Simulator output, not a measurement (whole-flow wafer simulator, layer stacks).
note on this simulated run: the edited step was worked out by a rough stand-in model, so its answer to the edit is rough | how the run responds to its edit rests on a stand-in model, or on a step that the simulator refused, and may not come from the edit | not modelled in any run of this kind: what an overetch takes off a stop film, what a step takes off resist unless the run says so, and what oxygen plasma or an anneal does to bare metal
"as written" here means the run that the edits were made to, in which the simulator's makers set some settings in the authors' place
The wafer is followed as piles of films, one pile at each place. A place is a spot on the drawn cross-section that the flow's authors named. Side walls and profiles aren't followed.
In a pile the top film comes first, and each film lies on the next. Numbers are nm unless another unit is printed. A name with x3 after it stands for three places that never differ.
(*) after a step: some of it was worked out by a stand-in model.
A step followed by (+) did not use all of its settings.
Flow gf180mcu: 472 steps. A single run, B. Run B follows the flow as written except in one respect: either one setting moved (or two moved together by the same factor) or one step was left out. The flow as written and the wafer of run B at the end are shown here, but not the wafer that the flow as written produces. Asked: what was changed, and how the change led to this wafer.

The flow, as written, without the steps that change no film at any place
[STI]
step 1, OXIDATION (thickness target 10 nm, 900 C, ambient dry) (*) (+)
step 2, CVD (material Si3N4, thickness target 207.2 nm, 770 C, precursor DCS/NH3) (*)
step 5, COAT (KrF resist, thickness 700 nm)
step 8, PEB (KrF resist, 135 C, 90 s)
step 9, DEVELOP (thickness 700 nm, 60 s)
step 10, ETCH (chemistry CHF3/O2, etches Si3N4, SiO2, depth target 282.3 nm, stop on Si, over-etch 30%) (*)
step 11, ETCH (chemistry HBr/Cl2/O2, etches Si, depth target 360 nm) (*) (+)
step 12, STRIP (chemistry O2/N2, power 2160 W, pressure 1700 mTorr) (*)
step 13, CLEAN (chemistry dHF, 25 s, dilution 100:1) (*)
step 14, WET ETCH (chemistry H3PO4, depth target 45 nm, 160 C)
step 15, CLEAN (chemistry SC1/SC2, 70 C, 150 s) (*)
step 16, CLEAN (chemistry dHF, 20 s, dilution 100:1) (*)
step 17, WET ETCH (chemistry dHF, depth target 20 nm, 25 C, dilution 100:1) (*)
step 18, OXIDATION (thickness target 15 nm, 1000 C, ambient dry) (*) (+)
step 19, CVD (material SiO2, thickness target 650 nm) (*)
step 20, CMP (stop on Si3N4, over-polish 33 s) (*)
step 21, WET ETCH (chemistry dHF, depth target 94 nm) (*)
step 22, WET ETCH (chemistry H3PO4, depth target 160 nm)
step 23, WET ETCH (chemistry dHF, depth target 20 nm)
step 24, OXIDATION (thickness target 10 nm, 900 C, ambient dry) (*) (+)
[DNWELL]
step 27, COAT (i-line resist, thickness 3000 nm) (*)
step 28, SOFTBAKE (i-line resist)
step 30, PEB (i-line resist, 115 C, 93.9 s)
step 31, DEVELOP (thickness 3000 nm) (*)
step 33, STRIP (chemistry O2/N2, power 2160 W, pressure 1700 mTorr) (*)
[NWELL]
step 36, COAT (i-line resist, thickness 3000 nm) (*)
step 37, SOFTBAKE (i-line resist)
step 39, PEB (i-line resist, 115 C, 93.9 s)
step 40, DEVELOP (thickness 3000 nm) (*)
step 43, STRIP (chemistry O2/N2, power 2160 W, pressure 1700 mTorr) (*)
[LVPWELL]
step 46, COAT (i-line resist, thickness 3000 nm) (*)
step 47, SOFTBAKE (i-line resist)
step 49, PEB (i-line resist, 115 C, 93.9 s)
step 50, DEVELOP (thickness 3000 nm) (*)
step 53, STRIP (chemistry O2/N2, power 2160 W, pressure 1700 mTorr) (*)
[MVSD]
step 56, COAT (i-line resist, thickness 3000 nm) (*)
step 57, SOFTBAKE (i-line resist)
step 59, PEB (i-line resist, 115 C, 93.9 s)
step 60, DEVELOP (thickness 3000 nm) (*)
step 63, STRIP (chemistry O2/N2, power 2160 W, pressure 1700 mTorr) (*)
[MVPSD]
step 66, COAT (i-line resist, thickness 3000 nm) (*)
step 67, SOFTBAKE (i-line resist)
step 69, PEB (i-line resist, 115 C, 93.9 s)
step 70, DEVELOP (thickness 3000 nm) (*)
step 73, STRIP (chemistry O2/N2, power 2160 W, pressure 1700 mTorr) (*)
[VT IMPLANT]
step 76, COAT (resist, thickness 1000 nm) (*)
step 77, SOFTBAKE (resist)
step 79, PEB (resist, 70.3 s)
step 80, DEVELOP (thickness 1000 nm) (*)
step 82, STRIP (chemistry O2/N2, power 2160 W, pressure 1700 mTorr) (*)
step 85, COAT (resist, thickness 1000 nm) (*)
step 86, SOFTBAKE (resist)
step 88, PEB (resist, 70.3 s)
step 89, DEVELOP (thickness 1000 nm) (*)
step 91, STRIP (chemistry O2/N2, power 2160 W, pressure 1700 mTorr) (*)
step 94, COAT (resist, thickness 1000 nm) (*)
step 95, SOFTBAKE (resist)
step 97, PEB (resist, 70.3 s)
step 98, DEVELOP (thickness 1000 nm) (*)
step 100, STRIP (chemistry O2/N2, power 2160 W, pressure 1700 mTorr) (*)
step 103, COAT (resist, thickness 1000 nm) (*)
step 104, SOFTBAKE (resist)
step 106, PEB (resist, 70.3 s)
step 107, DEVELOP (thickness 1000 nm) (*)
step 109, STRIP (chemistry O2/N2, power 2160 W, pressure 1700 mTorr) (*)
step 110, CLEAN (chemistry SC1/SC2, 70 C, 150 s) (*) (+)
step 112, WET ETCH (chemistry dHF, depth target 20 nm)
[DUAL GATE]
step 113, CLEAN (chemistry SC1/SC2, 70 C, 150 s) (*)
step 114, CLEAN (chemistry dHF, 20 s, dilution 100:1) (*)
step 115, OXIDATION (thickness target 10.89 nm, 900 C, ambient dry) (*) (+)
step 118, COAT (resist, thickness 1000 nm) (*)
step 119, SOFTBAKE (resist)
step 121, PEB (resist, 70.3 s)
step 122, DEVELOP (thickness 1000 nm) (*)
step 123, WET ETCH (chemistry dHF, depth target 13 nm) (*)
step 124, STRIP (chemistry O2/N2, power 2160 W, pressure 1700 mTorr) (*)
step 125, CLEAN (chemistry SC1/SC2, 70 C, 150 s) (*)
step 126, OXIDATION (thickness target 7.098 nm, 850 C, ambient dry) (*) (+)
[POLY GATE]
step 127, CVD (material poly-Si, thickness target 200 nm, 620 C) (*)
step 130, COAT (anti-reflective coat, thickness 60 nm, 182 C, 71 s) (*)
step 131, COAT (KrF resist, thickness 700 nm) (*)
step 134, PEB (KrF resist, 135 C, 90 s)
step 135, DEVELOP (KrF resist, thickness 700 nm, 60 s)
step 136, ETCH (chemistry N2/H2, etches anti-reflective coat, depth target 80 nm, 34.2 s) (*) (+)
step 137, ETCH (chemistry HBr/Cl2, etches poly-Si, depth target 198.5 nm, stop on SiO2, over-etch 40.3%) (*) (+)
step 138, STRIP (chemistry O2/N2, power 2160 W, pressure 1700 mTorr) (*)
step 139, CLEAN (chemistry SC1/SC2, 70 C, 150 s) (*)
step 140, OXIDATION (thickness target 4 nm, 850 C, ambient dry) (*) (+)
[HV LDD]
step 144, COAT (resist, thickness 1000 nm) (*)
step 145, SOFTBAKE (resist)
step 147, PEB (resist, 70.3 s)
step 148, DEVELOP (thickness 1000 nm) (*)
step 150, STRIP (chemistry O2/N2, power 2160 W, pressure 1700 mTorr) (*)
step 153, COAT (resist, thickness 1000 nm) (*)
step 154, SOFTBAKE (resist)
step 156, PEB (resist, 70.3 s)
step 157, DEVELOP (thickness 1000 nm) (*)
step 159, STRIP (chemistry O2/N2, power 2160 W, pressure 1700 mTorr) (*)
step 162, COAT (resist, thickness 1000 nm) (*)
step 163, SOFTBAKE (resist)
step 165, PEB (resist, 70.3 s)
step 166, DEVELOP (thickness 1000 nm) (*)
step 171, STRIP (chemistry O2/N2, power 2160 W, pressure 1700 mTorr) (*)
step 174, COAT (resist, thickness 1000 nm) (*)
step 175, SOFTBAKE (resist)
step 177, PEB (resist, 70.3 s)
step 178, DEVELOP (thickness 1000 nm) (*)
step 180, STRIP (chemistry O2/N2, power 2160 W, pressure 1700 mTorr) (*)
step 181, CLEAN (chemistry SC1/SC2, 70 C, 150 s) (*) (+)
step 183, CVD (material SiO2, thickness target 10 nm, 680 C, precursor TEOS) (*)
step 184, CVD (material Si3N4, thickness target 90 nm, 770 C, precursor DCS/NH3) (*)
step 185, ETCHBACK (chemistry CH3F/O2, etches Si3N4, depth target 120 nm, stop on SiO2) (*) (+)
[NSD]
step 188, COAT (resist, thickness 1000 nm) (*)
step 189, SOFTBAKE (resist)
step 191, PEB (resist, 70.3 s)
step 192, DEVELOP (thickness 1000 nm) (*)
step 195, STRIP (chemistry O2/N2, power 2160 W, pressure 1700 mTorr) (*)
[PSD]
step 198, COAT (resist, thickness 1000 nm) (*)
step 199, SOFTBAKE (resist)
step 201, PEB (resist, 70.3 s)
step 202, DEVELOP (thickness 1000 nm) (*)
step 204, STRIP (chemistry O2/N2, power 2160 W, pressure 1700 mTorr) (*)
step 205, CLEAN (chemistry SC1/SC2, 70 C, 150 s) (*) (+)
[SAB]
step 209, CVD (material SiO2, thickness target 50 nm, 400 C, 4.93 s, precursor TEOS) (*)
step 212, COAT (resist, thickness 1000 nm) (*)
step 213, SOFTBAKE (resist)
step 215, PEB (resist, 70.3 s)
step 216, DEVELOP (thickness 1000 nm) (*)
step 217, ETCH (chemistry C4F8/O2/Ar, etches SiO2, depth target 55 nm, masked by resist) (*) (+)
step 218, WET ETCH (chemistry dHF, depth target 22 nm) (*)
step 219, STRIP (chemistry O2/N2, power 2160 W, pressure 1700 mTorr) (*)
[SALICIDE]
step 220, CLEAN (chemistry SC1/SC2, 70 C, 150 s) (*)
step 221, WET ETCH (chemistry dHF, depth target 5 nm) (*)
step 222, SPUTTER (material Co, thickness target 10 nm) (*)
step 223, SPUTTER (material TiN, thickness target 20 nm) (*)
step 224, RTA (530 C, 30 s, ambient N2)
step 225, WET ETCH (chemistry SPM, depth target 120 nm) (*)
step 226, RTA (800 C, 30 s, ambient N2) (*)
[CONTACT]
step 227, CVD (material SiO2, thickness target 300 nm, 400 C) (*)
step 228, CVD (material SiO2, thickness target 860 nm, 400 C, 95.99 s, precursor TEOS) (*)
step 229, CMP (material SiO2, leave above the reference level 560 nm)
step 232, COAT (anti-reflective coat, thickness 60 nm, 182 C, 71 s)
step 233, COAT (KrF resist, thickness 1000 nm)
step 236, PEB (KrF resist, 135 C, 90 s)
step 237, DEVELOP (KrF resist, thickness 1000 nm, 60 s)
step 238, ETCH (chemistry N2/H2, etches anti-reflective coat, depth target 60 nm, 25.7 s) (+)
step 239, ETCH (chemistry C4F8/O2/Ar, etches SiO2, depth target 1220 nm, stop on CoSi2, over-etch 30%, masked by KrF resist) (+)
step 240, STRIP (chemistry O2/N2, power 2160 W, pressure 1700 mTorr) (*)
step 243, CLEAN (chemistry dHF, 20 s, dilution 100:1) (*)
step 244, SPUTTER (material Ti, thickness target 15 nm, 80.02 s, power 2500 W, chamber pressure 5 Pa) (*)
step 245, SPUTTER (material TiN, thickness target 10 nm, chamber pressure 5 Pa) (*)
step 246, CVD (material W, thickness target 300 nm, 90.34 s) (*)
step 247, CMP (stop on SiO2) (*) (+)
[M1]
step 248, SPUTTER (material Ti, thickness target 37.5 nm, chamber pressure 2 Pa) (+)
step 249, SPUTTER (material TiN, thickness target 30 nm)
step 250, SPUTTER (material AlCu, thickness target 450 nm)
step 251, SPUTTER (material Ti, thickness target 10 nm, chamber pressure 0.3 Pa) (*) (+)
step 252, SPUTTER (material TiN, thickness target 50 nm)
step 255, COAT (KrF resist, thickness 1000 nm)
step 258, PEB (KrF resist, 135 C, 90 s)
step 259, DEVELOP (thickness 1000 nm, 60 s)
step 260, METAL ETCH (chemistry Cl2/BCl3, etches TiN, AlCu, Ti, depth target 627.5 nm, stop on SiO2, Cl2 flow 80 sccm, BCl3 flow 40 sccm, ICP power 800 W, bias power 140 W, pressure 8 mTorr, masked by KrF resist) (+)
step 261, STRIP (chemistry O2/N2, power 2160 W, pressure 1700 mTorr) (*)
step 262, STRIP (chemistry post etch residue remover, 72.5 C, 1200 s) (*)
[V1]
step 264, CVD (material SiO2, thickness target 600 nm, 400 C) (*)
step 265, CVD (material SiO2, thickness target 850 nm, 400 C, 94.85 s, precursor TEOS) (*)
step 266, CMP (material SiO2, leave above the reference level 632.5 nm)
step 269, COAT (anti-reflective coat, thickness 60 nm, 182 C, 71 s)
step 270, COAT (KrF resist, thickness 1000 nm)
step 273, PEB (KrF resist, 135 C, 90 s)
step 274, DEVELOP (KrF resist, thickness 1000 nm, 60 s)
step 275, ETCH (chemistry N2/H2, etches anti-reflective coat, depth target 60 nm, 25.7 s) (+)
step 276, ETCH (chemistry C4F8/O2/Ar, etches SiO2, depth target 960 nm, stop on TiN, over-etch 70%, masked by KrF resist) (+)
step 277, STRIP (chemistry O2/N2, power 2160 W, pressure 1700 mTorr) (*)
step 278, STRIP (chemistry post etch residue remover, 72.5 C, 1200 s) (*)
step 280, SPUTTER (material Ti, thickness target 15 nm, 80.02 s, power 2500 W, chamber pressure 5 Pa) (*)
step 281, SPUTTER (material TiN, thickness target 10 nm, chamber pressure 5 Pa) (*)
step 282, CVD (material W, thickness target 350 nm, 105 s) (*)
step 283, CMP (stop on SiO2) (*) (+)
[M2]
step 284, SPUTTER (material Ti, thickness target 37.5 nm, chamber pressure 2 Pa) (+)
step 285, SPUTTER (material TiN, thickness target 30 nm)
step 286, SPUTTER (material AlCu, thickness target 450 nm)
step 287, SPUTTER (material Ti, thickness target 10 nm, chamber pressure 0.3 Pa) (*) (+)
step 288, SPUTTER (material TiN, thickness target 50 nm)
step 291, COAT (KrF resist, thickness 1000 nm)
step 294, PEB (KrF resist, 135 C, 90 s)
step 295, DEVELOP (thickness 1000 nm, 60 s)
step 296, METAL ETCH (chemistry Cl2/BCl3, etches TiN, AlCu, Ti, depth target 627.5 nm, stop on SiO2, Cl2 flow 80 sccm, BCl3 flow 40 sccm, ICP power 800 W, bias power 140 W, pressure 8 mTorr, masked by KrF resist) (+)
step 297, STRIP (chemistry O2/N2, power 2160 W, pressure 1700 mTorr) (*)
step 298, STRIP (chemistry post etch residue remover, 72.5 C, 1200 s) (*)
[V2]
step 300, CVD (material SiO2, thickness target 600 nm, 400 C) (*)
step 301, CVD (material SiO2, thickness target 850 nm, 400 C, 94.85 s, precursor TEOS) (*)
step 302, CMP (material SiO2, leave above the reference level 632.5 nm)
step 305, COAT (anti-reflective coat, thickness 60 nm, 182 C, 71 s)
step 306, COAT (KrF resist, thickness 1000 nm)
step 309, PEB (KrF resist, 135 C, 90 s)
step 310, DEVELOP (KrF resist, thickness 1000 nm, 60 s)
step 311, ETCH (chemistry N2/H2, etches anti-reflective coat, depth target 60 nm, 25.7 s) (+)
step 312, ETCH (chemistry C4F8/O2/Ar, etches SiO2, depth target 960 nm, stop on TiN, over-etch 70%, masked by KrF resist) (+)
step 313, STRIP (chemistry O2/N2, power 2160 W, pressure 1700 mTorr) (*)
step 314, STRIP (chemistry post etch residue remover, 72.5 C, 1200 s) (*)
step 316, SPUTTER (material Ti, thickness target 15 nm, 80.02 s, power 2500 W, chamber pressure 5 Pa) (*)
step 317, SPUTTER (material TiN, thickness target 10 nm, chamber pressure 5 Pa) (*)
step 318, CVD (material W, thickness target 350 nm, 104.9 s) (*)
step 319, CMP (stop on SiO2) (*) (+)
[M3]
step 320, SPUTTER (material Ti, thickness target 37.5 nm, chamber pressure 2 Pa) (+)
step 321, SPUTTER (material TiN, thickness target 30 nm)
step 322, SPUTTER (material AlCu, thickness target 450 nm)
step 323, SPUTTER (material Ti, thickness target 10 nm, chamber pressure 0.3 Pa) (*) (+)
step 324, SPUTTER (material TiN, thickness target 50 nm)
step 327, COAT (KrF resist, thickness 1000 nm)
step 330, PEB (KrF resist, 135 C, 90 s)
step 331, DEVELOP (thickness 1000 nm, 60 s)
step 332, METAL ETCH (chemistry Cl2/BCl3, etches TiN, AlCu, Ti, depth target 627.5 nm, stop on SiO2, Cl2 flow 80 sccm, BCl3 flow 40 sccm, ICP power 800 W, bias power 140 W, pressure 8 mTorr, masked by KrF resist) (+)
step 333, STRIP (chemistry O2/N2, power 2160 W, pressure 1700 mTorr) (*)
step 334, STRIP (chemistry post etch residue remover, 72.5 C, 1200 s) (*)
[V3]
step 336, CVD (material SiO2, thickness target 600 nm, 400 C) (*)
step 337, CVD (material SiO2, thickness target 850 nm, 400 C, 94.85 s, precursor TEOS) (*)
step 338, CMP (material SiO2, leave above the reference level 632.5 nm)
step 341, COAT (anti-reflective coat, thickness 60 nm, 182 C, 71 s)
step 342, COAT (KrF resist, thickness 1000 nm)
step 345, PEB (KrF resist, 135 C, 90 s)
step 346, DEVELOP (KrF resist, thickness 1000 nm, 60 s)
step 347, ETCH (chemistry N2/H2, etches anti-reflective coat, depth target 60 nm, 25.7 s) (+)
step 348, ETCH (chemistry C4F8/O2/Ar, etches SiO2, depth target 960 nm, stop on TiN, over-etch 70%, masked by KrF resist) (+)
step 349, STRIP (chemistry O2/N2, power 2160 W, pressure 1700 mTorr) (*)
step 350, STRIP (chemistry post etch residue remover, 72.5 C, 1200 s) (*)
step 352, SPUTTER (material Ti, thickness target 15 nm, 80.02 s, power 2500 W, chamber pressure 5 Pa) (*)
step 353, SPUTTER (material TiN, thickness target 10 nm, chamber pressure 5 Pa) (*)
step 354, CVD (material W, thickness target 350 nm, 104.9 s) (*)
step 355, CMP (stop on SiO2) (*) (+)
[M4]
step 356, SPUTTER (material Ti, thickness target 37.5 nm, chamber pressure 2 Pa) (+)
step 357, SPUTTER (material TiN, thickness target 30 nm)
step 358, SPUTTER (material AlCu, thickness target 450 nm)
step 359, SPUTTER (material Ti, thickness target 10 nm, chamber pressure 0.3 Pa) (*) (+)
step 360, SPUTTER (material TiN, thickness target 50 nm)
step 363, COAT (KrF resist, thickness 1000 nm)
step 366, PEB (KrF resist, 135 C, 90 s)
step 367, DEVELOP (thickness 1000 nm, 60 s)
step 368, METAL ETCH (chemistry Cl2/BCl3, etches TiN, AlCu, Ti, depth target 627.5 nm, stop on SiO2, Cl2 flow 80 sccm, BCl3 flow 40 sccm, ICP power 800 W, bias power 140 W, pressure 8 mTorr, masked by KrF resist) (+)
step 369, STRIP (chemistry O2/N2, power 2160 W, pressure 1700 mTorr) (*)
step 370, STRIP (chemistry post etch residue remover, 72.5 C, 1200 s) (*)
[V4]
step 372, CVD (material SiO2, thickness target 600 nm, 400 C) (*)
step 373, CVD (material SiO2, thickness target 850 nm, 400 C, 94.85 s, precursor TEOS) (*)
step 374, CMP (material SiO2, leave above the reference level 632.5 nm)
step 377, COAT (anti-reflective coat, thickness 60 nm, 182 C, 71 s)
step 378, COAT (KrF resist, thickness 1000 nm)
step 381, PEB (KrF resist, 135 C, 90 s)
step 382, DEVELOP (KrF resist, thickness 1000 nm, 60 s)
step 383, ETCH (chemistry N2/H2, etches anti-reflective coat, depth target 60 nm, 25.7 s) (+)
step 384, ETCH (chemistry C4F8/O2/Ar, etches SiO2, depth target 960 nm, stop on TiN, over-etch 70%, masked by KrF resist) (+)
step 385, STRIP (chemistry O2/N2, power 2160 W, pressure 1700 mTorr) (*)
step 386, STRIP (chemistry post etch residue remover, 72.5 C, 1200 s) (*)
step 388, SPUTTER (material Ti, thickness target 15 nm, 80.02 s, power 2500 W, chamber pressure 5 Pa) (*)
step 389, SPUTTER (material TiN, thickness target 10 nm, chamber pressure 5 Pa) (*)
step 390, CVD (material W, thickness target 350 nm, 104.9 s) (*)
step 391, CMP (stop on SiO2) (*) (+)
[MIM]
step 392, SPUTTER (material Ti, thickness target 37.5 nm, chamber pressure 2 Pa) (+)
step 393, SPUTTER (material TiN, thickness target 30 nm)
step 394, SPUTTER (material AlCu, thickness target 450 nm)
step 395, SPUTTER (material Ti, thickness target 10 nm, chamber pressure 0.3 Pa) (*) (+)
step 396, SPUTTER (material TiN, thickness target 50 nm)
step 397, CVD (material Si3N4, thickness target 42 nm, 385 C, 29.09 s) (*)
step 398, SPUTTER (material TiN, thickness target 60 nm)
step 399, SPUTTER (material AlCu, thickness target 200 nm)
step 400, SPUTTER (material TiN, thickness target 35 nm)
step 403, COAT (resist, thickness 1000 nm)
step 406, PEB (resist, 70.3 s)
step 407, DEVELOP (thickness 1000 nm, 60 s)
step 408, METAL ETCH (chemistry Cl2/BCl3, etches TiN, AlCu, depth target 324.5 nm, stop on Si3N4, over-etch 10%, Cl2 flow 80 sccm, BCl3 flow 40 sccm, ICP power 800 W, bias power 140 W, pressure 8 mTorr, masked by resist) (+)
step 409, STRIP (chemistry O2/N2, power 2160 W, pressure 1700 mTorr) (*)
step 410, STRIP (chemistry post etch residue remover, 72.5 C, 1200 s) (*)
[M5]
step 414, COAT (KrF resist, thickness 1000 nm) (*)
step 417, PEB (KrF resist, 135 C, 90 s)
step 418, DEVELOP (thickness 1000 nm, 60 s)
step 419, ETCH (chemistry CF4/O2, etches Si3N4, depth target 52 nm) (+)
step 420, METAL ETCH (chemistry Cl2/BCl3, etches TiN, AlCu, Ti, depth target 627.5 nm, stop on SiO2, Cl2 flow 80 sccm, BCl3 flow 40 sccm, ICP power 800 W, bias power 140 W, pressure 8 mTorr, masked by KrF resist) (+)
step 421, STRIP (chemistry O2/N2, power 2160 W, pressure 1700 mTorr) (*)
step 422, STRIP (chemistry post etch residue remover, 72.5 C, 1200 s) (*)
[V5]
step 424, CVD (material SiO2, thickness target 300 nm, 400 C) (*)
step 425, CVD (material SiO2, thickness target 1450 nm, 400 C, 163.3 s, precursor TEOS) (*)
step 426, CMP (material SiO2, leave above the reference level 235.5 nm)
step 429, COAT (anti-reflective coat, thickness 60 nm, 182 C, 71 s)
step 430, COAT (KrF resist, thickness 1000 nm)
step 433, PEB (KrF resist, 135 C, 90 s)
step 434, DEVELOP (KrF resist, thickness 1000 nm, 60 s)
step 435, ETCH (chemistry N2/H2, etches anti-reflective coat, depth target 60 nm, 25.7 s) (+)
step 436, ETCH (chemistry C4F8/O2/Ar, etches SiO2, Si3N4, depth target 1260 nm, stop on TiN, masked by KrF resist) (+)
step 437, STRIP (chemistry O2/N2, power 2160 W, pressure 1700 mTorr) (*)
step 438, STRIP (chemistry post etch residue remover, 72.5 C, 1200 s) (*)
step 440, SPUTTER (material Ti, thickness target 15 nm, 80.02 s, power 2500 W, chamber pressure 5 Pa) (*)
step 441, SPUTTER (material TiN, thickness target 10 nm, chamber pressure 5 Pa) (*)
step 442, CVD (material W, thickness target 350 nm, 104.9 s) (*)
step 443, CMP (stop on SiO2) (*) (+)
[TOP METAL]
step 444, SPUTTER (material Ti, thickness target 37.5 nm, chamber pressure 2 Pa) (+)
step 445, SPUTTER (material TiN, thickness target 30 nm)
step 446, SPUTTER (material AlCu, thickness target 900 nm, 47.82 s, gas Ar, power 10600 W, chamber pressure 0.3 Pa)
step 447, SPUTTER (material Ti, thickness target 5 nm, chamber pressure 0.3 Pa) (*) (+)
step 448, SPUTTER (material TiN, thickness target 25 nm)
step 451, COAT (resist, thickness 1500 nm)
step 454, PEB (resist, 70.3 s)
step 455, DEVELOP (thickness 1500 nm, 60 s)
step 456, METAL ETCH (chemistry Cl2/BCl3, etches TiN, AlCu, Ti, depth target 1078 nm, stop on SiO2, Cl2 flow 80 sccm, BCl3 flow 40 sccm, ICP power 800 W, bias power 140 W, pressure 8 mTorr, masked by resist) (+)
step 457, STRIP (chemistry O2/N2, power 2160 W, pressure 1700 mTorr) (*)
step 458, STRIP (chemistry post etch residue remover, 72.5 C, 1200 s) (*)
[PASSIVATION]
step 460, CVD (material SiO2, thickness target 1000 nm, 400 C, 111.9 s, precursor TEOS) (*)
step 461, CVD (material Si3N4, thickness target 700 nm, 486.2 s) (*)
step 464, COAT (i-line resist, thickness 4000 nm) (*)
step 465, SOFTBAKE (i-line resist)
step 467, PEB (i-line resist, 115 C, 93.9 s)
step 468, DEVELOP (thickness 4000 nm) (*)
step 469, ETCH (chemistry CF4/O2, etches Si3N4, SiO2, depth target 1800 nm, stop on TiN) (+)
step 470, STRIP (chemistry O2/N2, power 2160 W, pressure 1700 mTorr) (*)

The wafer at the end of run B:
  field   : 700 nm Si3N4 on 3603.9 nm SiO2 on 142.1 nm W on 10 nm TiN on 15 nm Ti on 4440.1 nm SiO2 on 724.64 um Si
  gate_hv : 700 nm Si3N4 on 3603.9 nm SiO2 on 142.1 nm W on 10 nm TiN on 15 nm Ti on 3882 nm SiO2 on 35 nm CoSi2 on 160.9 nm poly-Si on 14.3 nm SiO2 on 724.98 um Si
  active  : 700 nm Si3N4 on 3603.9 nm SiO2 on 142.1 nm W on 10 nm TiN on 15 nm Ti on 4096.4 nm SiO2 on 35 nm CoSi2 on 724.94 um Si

Cause: step 337, CVD: thickness target 340 nm was run, whereas the flow has thickness target 850 nm; step 337, CVD: 37.94 s was run, where the flow has 94.85 s.

Step by step, how the change led to this:
  step 337, CVD (material SiO2, thickness target 850 nm, 400 C, 94.85 s, precursor TEOS) (*)
      field, field__w1, field__w2 and 108 more: SiO2 gains 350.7 (in the flow as written it would be: SiO2 gains 850)
  step 338, CMP (material SiO2, leave above the reference level 632.5 nm)
      field, field__w1, field__w2 and 103 more: nothing (in the flow as written it would be: SiO2 loses 300)
      field__w8, contact, m1, m1__w1, m1_nw: SiO2 loses 377.7 (in the flow as written it would be: SiO2 loses 877.1)
  step 341, COAT (anti-reflective coat, thickness 60 nm, 182 C, 71 s)
      p_well, sti, spacer, sd_n, mim_1p0, pad, dice_street: anti-reflective coat gains 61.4 (new film) (in the flow as written it would be: anti-reflective coat gains 60 (new film))
      active_hv, nw_enc_fld_lv: anti-reflective coat gains 42 (new film) (in the flow as written it would be: anti-reflective coat gains 60 (new film))
      (also at 22 further places)
  step 342, COAT (KrF resist, thickness 1000 nm)
      contact, m1_nw: KrF resist gains 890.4 (new film) (in the flow as written it would be: KrF resist gains 1000 (new film))
      field: KrF resist gains 959.3 (new film) (in the flow as written it would be: KrF resist gains 1000 (new film))
      (also at 13 further places)
  step 345, PEB (KrF resist, 135 C, 90 s)
      contact, m1_nw: KrF resist loses 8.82 (in the flow as written it would be: KrF resist loses 10.5)
      n_well: KrF resist loses 9.47 (in the flow as written it would be: KrF resist loses 10.5)
      (also at 8 further places)
  step 346, DEVELOP (KrF resist, thickness 1000 nm, 60 s)
      contact: KrF resist loses 881.6 (all of it) (in the flow as written it would be: KrF resist loses 989.5 (all of it))
  step 347, ETCH (chemistry N2/H2, etches anti-reflective coat, depth target 60 nm, 25.7 s) (+)
      contact: anti-reflective coat loses 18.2 (all of it), SiO2 loses 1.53 (in the flow as written it would be: anti-reflective coat loses 60 (all of it), SiO2 loses 0.46)
  step 349, STRIP (chemistry O2/N2, power 2160 W, pressure 1700 mTorr) (*)
      p_well, sti, spacer, sd_n, mim_1p0, pad, dice_street: KrF resist loses 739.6 (all of it), anti-reflective coat loses 61.4 (all of it) (in the flow as written it would be: KrF resist loses 739.2 (all of it), anti-reflective coat loses 60 (all of it))
      field: KrF resist loses 698.9 (all of it), anti-reflective coat loses 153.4 (all of it) (in the flow as written it would be: KrF resist loses 739.2 (all of it), anti-reflective coat loses 60 (all of it))
      (also at 22 further places)
  step 352, SPUTTER (material Ti, thickness target 15 nm, 80.02 s, power 2500 W, chamber pressure 5 Pa) (*)
      contact: Ti gains 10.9 (new film) (in the flow as written it would be: Ti gains 9.65 (new film))
  step 353, SPUTTER (material TiN, thickness target 10 nm, chamber pressure 5 Pa) (*)
      contact: TiN gains 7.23 (new film) (in the flow as written it would be: TiN gains 6.4 (new film))
  step 354, CVD (material W, thickness target 350 nm, 104.9 s) (*)
      contact: W gains 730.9 (new film) (in the flow as written it would be: W gains 932.3 (new film))
  step 355, CMP (stop on SiO2) (*) (+)
      field, field__w1, field__w2 and 103 more: W loses 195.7 (in the flow as written it would be: W loses 350 (all of it), TiN loses 10 (all of it), Ti loses 15 (all of it), SiO2 loses 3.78)
      field__w8, m1, m1__w1, m1_nw: W loses 350 (all of it), TiN loses 10 (all of it), Ti loses 15 (all of it), SiO2 loses 20 (in the flow as written it would be: W loses 350 (all of it), TiN loses 10 (all of it), Ti loses 15 (all of it), SiO2 loses 3.78)
      (also at 1 further place)
  step 368, METAL ETCH (chemistry Cl2/BCl3, etches TiN, AlCu, Ti, depth target 627.5 nm, stop on SiO2, Cl2 flow 80 sccm, BCl3 flow 40 sccm, ICP power 800 W, bias power 140 W, pressure 8 mTorr, masked by KrF resist) (+)
      field, field__w1, field__w2 and 103 more: TiN loses 50 (all of it), Ti loses 10 (all of it), AlCu loses 450 (all of it), TiN loses 30 (all of it), Ti loses 37.5 (all of it), W loses 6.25 (in the flow as written it would be: TiN loses 50 (all of it), Ti loses 10 (all of it), AlCu loses 450 (all of it), TiN loses 30 (all of it), Ti loses 37.5 (all of it))
  step 370, STRIP (chemistry post etch residue remover, 72.5 C, 1200 s) (*)
      field, field__w1, field__w2 and 103 more: W loses 6.01 (in the flow as written it would be: nothing)
  step 372, CVD (material SiO2, thickness target 600 nm, 400 C) (*)
      field, field__w1, field__w2 and 103 more: SiO2 gains 600 (new film) (in the flow as written it would be: SiO2 gains 600)
  step 374, CMP (material SiO2, leave above the reference level 632.5 nm)
      field, field__w1, field__w2 and 103 more: SiO2 loses 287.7 (in the flow as written it would be: SiO2 loses 300)
Taking metal films that touch as one body, field has 1 body; the flow as written gives 0 bodies.
Taking metal films that touch as one body, gate_hv has 2 bodies (between them, from the top down: SiO2 3882); the flow as written gives 1 body.
Taking metal films that touch as one body, active has 2 bodies (between them, from the top down: SiO2 4096.4); the flow as written gives 1 body.
